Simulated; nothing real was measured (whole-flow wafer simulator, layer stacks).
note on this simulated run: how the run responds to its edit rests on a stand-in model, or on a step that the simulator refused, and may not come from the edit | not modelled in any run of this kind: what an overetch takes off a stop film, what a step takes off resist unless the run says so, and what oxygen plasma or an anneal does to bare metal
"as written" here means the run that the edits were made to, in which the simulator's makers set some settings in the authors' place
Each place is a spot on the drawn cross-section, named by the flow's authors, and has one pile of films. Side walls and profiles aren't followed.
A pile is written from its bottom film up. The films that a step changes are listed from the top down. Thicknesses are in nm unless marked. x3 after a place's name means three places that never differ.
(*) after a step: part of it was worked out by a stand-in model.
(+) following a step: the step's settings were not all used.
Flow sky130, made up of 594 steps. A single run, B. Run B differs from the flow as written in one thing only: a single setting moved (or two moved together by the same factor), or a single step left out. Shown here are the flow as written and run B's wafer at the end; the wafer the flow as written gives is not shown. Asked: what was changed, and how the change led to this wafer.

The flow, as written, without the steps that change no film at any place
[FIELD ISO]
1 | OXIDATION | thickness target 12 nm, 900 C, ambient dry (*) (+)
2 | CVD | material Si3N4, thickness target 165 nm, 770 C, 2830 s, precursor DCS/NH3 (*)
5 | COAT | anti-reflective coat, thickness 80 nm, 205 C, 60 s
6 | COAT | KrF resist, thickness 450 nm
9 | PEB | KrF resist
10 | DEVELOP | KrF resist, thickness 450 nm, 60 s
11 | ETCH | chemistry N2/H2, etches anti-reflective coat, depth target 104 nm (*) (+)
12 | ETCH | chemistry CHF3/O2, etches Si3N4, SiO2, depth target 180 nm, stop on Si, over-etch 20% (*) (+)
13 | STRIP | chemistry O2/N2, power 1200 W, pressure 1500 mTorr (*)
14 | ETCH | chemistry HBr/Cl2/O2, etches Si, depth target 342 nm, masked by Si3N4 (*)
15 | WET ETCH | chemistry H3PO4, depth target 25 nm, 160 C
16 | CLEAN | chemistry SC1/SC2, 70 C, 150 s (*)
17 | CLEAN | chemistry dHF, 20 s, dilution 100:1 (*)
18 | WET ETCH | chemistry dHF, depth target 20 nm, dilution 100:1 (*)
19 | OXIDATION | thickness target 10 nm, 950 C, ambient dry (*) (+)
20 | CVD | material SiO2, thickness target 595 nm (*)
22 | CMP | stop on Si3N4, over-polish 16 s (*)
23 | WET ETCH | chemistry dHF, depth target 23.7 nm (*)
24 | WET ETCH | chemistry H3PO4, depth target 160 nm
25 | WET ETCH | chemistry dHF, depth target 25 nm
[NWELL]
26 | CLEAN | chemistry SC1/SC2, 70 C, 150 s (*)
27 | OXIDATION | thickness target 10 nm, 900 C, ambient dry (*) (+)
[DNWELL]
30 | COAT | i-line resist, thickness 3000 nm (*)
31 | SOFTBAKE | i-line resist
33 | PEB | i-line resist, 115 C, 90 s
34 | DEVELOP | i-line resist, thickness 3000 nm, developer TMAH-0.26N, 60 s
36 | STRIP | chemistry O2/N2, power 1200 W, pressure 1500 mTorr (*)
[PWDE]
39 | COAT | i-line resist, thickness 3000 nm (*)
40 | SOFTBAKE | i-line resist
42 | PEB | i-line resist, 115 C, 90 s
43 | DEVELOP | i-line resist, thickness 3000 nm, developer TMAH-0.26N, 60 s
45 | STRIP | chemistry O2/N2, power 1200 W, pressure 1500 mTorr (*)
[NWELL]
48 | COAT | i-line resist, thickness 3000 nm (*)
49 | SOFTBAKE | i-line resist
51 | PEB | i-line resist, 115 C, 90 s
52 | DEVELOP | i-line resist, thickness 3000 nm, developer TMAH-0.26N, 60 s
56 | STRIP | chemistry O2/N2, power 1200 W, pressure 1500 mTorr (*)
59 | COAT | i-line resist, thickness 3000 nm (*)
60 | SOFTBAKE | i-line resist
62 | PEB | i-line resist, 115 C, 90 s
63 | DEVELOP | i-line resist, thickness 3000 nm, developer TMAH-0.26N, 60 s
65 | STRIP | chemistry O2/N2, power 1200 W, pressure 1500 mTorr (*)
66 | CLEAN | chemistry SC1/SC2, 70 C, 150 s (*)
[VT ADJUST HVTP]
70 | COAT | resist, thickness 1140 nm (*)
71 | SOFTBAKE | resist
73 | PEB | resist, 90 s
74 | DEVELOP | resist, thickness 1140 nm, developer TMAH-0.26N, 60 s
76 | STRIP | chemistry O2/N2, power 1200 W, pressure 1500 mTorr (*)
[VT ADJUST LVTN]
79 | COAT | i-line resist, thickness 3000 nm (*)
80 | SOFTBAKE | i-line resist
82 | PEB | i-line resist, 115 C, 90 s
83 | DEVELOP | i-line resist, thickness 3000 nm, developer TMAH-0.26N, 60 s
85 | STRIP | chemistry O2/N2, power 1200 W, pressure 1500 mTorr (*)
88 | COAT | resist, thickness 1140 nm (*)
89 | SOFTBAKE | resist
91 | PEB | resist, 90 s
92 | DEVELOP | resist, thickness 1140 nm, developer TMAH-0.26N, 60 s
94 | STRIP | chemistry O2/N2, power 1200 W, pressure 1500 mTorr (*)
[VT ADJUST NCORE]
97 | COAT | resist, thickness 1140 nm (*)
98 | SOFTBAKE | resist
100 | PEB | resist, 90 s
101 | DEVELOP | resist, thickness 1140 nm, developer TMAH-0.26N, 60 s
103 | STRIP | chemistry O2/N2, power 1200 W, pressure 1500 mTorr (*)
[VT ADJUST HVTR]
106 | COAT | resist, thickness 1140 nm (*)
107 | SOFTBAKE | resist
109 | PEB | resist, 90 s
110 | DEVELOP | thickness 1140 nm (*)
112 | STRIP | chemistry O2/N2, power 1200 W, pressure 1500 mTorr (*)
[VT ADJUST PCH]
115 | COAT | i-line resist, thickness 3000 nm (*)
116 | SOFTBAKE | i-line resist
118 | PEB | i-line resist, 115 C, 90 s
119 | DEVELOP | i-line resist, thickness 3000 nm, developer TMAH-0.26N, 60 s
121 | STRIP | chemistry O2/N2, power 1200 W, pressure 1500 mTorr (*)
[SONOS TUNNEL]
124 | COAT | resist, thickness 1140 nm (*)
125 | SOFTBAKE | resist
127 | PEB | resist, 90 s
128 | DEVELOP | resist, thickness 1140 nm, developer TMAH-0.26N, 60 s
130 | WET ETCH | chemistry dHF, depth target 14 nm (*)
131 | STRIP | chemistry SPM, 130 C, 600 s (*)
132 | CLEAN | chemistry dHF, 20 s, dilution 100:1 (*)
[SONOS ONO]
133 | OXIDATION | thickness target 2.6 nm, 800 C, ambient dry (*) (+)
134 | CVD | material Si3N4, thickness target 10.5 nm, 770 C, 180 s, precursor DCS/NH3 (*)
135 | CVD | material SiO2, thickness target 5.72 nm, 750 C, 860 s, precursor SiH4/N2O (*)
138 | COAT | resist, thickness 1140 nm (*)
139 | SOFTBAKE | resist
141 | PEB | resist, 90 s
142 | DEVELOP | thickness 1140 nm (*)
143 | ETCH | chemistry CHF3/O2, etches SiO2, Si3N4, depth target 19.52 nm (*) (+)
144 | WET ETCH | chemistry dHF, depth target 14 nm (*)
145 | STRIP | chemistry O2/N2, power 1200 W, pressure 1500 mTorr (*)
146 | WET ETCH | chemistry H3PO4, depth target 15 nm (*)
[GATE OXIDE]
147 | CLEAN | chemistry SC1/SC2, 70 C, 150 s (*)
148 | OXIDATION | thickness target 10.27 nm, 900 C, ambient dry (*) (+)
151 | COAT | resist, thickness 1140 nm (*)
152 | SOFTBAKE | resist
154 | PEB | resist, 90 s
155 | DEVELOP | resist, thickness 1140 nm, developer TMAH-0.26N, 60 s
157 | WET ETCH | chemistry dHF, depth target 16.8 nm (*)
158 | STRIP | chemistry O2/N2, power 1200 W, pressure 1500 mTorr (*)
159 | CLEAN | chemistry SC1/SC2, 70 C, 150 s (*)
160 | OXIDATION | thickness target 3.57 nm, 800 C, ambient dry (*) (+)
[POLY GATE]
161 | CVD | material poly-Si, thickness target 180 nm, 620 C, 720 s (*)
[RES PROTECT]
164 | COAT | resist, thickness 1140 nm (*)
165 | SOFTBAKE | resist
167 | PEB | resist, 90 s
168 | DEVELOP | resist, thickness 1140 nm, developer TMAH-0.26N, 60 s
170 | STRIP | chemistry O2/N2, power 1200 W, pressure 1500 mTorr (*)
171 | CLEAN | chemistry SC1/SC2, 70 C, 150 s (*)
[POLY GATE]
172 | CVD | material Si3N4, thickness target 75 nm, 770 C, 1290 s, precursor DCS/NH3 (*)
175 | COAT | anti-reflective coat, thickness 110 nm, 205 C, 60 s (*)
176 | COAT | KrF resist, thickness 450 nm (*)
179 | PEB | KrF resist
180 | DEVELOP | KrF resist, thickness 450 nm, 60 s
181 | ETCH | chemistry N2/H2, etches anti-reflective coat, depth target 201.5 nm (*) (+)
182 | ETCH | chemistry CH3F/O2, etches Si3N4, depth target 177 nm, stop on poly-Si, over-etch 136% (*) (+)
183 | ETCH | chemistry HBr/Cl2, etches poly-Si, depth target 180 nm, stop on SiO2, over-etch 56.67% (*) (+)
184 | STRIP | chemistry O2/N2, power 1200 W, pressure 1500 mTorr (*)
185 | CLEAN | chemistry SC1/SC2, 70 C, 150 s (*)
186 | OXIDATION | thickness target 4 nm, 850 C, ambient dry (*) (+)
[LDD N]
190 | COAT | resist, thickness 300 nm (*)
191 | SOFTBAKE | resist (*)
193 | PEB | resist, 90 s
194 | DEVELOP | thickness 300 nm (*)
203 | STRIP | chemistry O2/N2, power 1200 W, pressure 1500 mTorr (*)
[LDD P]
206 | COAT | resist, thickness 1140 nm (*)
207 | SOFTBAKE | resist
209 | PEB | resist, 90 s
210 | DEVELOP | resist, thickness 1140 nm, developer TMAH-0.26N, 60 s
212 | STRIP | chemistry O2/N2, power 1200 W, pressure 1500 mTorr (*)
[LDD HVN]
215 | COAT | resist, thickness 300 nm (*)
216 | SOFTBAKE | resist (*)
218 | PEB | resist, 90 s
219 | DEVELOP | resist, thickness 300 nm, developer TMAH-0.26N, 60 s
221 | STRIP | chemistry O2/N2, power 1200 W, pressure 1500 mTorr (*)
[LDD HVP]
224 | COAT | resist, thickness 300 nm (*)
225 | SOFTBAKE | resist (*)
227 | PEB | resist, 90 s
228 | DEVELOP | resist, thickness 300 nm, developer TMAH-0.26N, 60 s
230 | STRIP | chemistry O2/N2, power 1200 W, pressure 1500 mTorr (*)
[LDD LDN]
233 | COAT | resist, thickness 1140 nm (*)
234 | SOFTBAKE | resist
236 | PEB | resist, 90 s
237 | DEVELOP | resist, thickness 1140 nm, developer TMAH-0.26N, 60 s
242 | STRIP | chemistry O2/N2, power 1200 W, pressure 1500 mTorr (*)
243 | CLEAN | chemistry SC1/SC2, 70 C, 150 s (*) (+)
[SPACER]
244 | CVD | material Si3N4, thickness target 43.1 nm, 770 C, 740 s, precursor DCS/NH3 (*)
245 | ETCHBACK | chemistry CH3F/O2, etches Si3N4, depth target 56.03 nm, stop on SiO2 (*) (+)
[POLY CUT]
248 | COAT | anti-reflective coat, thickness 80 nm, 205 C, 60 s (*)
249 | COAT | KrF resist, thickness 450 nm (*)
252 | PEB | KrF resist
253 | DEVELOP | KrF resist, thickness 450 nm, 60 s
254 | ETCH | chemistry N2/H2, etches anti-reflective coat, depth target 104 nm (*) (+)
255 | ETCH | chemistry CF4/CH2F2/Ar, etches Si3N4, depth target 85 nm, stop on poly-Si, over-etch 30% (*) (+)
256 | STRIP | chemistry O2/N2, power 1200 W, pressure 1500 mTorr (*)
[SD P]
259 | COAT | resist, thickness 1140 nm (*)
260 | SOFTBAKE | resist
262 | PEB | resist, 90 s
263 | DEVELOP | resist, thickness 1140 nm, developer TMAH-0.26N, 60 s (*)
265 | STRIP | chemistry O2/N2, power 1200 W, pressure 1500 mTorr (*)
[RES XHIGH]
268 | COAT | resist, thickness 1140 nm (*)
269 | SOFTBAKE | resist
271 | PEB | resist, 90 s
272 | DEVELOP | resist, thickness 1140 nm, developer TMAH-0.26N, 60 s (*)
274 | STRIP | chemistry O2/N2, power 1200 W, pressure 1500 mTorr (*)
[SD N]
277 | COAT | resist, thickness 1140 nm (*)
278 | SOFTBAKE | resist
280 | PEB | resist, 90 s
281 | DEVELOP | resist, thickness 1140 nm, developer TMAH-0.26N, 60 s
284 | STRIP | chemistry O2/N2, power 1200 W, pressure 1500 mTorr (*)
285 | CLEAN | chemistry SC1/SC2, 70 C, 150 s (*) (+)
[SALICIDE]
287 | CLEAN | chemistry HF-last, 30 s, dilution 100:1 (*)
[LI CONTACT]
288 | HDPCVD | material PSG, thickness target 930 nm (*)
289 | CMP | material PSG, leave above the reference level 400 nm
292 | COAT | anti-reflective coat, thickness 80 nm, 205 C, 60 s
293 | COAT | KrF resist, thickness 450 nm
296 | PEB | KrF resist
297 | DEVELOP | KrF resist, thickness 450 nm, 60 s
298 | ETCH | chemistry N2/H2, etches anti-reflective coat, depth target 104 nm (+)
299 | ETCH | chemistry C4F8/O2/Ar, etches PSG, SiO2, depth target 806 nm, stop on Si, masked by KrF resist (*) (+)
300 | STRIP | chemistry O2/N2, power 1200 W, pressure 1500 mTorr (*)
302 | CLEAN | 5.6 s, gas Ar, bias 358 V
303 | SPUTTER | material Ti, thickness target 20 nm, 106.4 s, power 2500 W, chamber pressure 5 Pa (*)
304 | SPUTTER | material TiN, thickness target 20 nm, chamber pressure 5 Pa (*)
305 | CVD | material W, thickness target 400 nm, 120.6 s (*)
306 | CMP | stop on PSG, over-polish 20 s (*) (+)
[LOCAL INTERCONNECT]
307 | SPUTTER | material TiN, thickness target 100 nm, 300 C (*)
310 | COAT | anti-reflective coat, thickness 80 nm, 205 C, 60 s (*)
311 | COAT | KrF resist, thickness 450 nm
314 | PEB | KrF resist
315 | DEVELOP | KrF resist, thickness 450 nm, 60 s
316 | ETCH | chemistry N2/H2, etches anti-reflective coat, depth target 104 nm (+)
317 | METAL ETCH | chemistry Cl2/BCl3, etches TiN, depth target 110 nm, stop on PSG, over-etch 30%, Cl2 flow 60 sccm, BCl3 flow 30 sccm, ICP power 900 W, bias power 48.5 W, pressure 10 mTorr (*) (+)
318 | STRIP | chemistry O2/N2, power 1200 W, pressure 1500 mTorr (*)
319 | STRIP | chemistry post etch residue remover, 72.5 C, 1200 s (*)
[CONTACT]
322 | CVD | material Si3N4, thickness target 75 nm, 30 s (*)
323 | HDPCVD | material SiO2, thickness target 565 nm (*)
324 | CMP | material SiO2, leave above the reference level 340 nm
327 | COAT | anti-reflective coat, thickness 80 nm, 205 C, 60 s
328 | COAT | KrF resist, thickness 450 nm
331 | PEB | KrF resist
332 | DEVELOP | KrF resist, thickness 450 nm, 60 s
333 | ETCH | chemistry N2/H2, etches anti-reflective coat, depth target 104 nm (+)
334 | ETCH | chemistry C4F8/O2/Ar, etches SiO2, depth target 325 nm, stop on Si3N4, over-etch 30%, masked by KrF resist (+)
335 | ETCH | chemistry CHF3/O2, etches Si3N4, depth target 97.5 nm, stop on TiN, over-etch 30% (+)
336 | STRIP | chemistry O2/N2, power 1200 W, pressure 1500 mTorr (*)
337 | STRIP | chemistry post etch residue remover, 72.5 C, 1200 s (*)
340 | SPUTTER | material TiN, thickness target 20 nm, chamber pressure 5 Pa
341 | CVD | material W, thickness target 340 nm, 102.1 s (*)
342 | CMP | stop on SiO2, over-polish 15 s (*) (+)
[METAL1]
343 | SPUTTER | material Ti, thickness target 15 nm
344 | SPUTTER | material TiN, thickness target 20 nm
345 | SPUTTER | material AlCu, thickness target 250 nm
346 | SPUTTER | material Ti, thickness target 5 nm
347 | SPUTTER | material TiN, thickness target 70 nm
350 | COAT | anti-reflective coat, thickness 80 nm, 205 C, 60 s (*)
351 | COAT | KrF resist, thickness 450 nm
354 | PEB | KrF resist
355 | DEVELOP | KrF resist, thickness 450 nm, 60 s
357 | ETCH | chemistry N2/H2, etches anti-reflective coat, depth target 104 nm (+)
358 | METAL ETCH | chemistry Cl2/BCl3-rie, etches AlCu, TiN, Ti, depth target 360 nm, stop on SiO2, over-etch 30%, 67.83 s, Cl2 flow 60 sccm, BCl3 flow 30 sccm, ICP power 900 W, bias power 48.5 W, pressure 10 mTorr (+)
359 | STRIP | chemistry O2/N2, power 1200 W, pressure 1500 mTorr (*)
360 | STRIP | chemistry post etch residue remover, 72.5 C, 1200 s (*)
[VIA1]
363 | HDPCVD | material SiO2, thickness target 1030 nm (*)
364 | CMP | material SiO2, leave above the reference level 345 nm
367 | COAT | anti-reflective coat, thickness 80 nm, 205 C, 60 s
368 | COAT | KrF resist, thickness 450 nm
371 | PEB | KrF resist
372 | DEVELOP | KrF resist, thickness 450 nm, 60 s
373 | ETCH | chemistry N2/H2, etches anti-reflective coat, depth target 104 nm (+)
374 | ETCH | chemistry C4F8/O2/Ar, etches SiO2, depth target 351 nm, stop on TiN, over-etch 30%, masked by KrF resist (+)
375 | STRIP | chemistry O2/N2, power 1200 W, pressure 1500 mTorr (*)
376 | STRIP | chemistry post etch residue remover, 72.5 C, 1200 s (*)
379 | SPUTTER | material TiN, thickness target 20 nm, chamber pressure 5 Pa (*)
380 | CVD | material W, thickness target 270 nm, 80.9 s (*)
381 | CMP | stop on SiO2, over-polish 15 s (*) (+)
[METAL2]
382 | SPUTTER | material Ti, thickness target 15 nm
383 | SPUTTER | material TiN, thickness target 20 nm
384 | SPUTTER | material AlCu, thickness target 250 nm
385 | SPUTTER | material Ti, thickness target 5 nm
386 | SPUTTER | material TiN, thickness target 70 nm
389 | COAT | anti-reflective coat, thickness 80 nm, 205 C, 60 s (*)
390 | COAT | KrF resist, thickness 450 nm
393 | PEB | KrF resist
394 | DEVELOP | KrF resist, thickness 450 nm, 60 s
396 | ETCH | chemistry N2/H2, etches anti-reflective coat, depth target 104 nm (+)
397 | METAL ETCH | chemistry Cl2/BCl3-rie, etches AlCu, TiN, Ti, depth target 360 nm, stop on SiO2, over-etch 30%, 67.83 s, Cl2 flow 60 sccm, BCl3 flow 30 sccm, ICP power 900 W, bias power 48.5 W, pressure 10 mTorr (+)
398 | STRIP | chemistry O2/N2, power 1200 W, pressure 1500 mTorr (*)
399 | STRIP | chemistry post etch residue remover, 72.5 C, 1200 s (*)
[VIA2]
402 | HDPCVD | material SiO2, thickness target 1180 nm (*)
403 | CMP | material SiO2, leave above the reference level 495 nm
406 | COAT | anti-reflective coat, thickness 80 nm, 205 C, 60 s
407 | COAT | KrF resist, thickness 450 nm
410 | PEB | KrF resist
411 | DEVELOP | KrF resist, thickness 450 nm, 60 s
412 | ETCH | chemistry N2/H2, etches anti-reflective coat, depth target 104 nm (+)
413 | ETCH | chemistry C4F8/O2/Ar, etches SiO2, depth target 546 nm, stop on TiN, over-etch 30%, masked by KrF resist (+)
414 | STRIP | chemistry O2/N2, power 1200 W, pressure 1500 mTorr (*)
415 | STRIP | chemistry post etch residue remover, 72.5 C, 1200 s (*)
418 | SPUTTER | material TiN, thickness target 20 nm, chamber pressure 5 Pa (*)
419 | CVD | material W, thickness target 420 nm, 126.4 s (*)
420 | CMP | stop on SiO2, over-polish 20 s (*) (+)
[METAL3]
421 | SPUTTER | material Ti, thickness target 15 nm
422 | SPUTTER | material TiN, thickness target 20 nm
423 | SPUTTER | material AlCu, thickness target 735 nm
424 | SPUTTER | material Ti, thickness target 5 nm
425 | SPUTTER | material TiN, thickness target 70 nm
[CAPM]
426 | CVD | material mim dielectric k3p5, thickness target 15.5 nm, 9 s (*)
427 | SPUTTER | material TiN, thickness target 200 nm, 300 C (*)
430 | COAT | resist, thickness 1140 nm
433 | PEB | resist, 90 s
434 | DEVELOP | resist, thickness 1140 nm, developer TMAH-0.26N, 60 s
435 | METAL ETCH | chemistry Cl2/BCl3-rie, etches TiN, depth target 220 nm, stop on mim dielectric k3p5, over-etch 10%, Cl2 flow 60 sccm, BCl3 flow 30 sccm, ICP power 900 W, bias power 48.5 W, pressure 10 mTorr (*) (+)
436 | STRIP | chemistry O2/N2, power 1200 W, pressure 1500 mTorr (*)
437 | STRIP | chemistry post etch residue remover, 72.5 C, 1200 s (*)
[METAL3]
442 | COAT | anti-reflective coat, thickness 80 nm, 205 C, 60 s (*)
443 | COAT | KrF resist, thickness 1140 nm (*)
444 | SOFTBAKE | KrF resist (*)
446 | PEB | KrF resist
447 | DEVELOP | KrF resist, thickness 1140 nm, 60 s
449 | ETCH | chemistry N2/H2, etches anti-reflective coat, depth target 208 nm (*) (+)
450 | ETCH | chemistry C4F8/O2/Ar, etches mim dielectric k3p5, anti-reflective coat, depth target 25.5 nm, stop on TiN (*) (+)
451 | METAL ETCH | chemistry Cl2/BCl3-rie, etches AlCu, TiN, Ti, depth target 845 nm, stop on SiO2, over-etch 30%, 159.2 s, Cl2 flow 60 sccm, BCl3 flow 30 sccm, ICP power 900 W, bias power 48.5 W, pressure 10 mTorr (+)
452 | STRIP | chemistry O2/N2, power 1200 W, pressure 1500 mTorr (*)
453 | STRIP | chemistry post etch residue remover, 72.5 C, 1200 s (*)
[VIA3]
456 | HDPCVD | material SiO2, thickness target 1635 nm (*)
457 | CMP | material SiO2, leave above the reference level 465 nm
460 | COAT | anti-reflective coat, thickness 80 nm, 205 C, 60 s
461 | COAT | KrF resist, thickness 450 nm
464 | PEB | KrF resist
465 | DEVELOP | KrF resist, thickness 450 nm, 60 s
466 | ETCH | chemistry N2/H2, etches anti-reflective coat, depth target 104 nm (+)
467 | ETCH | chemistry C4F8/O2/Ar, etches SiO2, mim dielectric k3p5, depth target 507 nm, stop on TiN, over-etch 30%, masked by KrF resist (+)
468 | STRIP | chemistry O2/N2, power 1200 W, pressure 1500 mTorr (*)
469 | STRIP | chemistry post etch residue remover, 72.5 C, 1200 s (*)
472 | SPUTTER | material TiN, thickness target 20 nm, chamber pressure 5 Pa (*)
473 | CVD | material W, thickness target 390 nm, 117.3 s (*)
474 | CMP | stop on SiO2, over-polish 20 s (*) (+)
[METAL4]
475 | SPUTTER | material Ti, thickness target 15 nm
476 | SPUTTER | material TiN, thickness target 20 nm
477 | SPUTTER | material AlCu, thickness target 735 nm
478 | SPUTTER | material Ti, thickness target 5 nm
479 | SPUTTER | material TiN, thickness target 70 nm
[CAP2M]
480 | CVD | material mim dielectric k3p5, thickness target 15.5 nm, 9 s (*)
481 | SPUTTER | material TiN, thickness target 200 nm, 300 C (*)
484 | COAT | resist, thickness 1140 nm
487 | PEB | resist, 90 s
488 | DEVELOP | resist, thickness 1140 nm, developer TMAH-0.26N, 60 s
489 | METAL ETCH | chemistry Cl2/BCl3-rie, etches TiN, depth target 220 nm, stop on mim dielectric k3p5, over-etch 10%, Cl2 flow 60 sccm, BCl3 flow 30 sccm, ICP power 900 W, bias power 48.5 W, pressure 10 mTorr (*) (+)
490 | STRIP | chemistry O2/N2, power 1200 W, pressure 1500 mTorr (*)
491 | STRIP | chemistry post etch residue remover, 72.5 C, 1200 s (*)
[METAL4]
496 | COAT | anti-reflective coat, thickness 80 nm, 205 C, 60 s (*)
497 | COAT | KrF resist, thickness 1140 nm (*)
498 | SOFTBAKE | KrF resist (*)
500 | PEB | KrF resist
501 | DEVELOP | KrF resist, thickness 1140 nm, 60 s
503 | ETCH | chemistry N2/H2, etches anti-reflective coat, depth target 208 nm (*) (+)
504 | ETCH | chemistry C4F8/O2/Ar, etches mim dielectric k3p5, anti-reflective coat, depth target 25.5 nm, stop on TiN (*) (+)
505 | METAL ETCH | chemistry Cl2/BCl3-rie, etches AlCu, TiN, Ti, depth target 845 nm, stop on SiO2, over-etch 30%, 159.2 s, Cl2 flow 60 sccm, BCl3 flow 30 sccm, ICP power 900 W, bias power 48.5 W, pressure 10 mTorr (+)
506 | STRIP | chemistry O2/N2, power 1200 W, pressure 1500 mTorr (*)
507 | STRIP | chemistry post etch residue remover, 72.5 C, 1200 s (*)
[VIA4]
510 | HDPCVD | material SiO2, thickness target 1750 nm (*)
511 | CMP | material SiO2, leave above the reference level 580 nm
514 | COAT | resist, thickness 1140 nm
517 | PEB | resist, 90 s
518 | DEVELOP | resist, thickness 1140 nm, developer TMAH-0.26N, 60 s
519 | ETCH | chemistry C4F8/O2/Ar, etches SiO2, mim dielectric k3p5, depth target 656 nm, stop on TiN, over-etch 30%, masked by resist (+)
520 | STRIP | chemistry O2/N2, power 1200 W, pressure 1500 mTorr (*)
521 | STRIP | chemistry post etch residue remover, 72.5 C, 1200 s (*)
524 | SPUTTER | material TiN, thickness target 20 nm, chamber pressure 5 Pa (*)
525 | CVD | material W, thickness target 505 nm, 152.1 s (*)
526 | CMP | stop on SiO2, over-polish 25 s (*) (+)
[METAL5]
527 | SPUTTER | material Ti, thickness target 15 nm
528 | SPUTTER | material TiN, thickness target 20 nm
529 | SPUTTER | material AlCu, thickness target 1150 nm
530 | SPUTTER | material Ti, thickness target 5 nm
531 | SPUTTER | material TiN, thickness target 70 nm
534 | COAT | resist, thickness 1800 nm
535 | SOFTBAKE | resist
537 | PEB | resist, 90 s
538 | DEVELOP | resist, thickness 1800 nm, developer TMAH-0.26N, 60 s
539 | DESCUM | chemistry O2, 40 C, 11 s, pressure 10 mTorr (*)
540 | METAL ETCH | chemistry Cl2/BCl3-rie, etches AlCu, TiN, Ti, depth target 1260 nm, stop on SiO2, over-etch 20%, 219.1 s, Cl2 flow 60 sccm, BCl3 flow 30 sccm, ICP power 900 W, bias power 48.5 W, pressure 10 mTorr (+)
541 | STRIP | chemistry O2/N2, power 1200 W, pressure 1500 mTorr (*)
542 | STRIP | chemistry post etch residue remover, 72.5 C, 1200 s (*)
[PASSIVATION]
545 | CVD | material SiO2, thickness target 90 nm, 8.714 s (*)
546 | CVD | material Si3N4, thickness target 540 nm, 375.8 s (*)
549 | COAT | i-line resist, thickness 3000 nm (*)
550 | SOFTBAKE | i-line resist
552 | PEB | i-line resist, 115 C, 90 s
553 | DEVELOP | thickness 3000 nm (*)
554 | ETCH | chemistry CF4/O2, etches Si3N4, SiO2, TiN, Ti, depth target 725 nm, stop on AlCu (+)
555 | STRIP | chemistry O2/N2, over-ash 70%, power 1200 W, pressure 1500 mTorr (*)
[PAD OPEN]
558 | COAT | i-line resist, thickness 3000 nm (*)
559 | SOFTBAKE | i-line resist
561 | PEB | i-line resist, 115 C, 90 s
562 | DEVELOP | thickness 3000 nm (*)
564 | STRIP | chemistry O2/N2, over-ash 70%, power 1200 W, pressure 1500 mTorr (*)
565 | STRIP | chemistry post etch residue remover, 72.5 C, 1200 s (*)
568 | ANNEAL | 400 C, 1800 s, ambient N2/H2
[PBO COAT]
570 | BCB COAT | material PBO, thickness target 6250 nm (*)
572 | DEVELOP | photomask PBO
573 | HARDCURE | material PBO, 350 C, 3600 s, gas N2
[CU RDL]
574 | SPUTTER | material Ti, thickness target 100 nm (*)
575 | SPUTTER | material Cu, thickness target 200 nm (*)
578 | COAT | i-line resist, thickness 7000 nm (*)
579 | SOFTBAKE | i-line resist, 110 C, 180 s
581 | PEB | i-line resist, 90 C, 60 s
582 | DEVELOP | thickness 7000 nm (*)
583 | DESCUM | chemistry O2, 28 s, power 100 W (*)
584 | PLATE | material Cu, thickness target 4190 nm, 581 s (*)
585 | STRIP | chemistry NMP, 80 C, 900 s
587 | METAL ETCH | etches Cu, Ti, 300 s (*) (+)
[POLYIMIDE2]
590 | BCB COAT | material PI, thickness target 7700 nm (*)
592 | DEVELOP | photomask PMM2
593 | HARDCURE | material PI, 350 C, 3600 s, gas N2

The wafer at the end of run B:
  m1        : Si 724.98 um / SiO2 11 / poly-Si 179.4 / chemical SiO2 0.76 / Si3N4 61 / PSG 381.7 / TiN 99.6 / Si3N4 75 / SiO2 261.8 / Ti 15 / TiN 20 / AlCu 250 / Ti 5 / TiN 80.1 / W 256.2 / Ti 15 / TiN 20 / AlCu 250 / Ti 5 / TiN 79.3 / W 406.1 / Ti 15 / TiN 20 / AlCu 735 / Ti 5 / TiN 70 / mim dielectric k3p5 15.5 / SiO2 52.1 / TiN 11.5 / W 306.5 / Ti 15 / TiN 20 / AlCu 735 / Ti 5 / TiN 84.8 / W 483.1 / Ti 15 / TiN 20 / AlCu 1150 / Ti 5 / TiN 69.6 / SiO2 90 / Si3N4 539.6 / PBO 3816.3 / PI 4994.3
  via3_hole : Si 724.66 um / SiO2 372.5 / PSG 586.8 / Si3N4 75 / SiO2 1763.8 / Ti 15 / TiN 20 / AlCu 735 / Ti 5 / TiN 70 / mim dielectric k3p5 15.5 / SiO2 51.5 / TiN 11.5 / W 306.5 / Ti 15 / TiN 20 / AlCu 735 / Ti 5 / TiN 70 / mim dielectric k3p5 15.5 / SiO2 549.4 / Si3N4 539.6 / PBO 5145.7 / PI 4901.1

Cause: step 466, ETCH: depth target 72.8 nm was run, whereas the flow has depth target 104 nm; step 467, ETCH: depth target 355 nm was run, where the flow has depth target 507 nm.

How this came from the change, step by step:
  466 | ETCH | chemistry N2/H2, etches anti-reflective coat, depth target 104 nm (+)
      m1, via3_hole: -72.8 anti-reflective coat (in the flow as written it would be: -80 anti-reflective coat (all of it), -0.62 SiO2)
      field, active, n_well and 187 more: -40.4 KrF resist (in the flow as written it would be: -57.8 KrF resist)
  467 | ETCH | chemistry C4F8/O2/Ar, etches SiO2, mim dielectric k3p5, depth target 507 nm, stop on TiN, over-etch 30%, masked by KrF resist (+)
      m1: -7.2 anti-reflective coat (all of it), -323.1 SiO2 (in the flow as written it would be: -374.5 SiO2 (all of it), -15.5 mim dielectric k3p5 (all of it))
      via3_hole: -7.2 anti-reflective coat (all of it), -323.1 SiO2 (in the flow as written it would be: -373.9 SiO2 (all of it), -15.5 mim dielectric k3p5 (all of it))
      (also at 190 further places)
  468 | STRIP | chemistry O2/N2, power 1200 W, pressure 1500 mTorr (*)
      field, active, n_well and 187 more: -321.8 KrF resist (all of it), -80 anti-reflective coat (all of it) (in the flow as written it would be: -274 KrF resist (all of it), -80 anti-reflective coat (all of it))
  472 | SPUTTER | material TiN, thickness target 20 nm, chamber pressure 5 Pa (*)
      m1, via3_hole: +11.5 TiN (new film) (in the flow as written it would be: +10.6 TiN)
  473 | CVD | material W, thickness target 390 nm, 117.3 s (*)
      m1: +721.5 W (new film) (in the flow as written it would be: +790.5 W (new film))
      via3_hole: +721.5 W (new film) (in the flow as written it would be: +789.9 W (new film))
If metal films that touch count as one body, m1 has 3 bodies (between them, from the top down: SiO2 52.1 / mim dielectric k3p5 15.5; SiO2 261.8 / Si3N4 75); the flow as written gives 2 bodies (between them, from the top down: SiO2 261.8 / Si3N4 75).
If metal films that touch count as one body, via3_hole has 2 bodies (between them, from the top down: SiO2 51.5 / mim dielectric k3p5 15.5); the flow as written gives 1 body.
